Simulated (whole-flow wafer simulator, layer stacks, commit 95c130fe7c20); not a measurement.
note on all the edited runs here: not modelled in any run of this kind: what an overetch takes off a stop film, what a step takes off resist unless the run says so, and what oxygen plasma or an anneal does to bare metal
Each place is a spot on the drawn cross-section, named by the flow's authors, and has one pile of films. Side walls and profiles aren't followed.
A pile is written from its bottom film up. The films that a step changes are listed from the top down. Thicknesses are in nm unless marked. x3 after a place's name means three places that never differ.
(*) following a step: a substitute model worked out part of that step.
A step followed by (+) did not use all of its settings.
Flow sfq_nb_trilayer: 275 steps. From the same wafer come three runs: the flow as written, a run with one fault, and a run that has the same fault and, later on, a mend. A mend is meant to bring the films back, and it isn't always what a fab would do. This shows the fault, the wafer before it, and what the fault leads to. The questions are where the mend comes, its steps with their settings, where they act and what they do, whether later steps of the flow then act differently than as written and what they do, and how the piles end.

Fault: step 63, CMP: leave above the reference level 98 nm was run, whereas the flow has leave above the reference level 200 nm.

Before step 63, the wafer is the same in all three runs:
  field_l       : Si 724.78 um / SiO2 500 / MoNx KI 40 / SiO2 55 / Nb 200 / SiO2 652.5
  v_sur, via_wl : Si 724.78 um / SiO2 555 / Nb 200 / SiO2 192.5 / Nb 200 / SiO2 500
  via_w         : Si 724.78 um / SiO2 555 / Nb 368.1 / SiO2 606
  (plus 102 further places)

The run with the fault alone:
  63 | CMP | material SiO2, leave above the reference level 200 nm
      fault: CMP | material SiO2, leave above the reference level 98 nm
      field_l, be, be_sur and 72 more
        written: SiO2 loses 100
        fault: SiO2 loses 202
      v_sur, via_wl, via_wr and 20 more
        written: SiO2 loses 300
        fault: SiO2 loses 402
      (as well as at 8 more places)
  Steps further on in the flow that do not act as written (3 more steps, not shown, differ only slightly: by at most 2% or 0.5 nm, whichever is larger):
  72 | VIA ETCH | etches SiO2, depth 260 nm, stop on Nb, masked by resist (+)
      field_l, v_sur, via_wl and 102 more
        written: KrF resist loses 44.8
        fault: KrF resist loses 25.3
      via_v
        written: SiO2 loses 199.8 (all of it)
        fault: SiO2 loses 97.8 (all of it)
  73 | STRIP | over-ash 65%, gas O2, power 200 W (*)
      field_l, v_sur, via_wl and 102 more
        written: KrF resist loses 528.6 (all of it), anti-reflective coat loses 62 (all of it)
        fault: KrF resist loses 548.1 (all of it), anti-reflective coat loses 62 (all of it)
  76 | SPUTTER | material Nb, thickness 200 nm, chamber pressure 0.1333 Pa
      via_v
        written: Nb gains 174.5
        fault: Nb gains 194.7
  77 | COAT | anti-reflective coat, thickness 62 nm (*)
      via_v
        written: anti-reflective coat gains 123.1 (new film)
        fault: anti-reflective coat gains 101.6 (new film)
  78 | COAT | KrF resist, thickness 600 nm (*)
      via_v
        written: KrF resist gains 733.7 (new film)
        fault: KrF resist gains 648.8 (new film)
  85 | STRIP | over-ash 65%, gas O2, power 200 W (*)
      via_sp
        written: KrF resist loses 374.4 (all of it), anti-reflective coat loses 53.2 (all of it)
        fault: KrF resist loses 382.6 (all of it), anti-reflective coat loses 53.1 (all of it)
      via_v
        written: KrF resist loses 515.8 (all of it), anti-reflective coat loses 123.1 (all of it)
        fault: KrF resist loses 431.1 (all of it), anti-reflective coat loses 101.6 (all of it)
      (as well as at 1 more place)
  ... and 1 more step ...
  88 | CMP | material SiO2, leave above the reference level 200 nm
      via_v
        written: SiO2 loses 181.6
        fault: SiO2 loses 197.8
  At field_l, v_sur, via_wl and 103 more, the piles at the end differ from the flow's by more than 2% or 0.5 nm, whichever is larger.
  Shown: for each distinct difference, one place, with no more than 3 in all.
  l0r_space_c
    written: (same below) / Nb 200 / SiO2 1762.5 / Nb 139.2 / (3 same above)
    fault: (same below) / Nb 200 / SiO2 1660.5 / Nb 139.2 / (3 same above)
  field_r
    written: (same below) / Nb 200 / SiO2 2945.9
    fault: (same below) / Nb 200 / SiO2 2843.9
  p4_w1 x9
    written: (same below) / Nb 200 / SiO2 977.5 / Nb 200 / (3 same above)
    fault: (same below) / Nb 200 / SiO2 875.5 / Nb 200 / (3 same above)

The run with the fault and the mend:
  After step 64 comes the mend.
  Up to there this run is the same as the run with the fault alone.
  64a | PECVD | material SiO2, thickness 102 nm, 150 C, 22.67 s, RF power 183.3 W, pressure 2.4 Torr, precursor SiH4/N2O (a further turn of the flow's step 62, with different settings)
      field_l, v_sur, via_wl and 103 more
        SiO2 gains 102
  Every later step of the flow that is run acts as written, at every place that is followed, to within 2% or 0.5 nm, whichever is larger.
  At every place that both follow, the piles at the end match the flow's.
